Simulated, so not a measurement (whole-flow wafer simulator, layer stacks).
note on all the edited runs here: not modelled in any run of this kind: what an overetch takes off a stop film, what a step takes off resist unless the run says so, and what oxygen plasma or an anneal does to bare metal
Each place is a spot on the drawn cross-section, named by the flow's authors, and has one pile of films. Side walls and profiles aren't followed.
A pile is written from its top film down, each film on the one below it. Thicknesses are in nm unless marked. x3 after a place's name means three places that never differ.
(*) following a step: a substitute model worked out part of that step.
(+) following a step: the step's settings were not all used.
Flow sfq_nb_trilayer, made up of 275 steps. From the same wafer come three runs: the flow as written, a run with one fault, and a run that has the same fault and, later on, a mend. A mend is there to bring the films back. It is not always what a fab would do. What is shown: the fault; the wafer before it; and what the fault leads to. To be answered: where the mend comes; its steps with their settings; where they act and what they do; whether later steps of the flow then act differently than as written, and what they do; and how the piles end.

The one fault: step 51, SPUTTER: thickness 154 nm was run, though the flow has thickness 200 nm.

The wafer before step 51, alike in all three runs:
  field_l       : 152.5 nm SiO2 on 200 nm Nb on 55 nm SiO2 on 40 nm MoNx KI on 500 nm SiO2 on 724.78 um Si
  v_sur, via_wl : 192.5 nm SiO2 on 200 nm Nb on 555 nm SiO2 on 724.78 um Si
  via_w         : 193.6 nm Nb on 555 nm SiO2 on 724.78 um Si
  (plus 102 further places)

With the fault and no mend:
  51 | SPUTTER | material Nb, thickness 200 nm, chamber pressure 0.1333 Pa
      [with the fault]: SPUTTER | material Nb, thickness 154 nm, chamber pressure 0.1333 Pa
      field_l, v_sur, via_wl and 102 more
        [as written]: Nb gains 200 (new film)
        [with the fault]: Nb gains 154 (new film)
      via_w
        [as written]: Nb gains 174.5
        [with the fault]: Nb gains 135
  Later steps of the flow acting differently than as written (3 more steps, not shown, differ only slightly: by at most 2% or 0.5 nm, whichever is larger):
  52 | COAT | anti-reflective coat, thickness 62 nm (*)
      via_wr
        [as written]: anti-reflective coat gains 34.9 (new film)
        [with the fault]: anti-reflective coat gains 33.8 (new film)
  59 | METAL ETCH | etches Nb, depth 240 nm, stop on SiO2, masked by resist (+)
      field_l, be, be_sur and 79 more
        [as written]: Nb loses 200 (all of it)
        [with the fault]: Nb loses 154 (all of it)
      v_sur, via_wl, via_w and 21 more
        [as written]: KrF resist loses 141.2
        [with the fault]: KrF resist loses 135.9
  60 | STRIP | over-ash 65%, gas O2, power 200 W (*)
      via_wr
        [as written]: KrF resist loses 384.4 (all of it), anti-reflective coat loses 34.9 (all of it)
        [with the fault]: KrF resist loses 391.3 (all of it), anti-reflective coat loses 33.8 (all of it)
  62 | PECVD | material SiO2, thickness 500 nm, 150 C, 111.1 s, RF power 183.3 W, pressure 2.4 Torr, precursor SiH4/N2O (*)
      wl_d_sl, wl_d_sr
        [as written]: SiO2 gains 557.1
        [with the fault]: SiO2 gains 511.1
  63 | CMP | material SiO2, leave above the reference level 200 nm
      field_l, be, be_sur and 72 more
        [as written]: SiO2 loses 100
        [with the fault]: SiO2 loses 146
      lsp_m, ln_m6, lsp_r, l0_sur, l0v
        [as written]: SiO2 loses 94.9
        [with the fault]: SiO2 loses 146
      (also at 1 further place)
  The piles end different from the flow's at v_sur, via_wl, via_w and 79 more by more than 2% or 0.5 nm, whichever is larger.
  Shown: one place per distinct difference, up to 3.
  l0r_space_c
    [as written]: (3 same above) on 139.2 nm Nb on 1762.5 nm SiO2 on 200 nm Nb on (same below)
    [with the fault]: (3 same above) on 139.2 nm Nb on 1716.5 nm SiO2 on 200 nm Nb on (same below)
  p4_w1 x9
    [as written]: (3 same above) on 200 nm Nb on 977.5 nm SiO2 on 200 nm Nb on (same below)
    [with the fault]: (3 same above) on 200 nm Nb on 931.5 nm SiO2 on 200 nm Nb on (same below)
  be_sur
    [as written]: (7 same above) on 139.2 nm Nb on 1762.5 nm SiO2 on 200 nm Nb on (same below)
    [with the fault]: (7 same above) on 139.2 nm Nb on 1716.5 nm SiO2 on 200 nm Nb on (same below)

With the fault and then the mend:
  The mend stands after step 57.
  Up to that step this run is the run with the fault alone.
  57a | STRIP | over-ash 65%, gas O2, power 200 W (*)
      p4_fl x3, p4_w1 x9, p4_g1 x2 and 47 more
        anti-reflective coat loses 62 (all of it)
      wl_j_sl, wl_jj, wl_j_sr and 13 more
        KrF resist loses 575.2 (all of it), anti-reflective coat loses 62 (all of it)
      r_sur, res, r_end and 8 more
        anti-reflective coat loses 61.8 (all of it)
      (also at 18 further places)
  57b | SPUTTER | material Nb, thickness 46 nm, chamber pressure 0.1333 Pa (a further turn of the flow's step 51, with different settings)
      field_l, v_sur, via_wl and 102 more
        Nb gains 46
      via_w
        Nb gains 36.2
  57c | COAT | anti-reflective coat, thickness 62 nm (*) (a further turn of the flow's step 52)
      p4_fl x3, p4_w1 x9, p4_g1 x2 and 63 more
        anti-reflective coat gains 62 (new film)
      r_sur, res, r_end and 9 more
        anti-reflective coat gains 61.8 (new film)
      jj_sur, ce_l, c5j, ce_r, sp_r, be_r
        anti-reflective coat gains 61.7 (new film)
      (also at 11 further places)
  57d | COAT | KrF resist, thickness 600 nm (*) (a further turn of the flow's step 53)
      p4_fl x3, p4_w1 x9, p4_g1 x2 and 63 more
        KrF resist gains 600 (new film)
      res, r_end, moat, field_r, l0_sur
        KrF resist gains 599.4 (new film)
      lsp_l, ln_m5, lsp_m, ln_m6, lsp_r
        KrF resist gains 599.5 (new film)
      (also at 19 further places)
  57e | SOFTBAKE | KrF resist (a further turn of the flow's step 54)
      leaves every film unchanged at each place that is followed
  57f | EXPOSE | photomask M1, dose 12.11 mJ/cm2, NA 0.6, wavelength 248 nm (*) (a further turn of the flow's step 55)
      leaves every film unchanged at each place that is followed
  57g | PEB | KrF resist, 90 s (a further turn of the flow's step 56)
      wire, be, be_sur and 96 more
        KrF resist loses 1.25
      field_l, via_v
        KrF resist loses 1.24
      via_wl, via_wr
        KrF resist loses 1.26
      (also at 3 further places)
  57h | DEVELOP | KrF resist, thickness 600 nm, 60 s (a further turn of the flow's step 57)
      p4_fl x3, p4_w1 x9, p4_g1 x2 and 47 more
        KrF resist loses 598.7 (all of it)
      v_sur, via_wl, via_w and 21 more
        KrF resist loses 23.5
      moat, field_r, lsp_l, lsp_m, ln_m6, lsp_r, l0_sur
        KrF resist loses 598.2 (all of it)
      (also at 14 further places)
  Later steps of the flow that are run all act as written at every place that is followed, up to a difference of at most 2% or 0.5 nm, whichever is larger.
  The piles end only slightly different from the flow's at the places that both follow, by no more than 2% or 0.5 nm, whichever is larger.
